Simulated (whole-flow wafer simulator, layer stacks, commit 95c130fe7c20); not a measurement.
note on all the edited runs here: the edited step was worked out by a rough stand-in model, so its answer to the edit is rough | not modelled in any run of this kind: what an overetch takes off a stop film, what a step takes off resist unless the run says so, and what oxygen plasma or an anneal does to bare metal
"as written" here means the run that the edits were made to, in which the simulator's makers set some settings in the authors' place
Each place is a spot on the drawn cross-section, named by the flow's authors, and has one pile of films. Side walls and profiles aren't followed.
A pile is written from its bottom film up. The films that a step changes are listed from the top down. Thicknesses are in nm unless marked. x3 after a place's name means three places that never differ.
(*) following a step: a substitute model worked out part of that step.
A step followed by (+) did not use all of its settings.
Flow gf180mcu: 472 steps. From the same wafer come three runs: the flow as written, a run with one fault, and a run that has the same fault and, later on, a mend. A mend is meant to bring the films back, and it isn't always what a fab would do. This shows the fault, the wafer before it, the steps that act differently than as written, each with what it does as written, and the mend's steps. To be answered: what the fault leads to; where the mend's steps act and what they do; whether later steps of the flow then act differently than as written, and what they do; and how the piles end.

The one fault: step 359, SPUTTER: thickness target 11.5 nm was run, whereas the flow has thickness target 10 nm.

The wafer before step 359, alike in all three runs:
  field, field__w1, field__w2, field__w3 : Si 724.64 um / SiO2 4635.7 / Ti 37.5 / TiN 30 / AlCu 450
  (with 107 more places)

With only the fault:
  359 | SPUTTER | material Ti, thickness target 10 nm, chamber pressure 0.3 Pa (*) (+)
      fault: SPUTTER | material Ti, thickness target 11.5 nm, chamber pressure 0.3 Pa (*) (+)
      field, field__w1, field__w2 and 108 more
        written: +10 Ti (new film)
        fault: +11.5 Ti (new film)
  Steps further on in the flow that do not act as written (5 other steps are not shown; they differ only slightly, by no more than 2% or 0.5 nm, whichever is larger):
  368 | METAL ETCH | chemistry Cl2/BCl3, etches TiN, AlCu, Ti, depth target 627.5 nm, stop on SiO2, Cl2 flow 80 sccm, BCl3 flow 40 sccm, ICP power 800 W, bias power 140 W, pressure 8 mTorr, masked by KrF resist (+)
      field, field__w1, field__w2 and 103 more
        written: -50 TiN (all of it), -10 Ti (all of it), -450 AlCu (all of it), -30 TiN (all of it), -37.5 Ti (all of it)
        fault: -50 TiN (all of it), -11.5 Ti (all of it), -450 AlCu (all of it), -30 TiN (all of it), -37.5 Ti (all of it)
  At field__w8, contact, m1, m1__w1, m1_nw, the piles at the end differ from the flow's by more than 2% or 0.5 nm, whichever is larger.
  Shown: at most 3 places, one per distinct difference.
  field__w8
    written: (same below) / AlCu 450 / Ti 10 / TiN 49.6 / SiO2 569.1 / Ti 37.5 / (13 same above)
    fault: (same below) / AlCu 450 / Ti 11.5 / TiN 49.6 / SiO2 567.6 / Ti 37.5 / (13 same above)
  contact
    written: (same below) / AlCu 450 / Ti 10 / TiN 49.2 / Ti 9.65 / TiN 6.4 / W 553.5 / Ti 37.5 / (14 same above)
    fault: (same below) / AlCu 450 / Ti 11.5 / TiN 49.2 / Ti 9.66 / TiN 6.41 / W 552 / Ti 37.5 / (14 same above)

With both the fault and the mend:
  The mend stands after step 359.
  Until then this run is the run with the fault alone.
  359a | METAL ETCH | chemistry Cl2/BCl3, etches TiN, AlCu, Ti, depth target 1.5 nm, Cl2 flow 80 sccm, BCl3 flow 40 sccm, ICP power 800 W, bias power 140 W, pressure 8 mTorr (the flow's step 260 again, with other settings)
      field, field__w1, field__w2 and 108 more
        -1.5 Ti
  Every later step of the flow that is run acts as written at every place that is followed.
  The piles end the same as the flow's at every place that both follow.
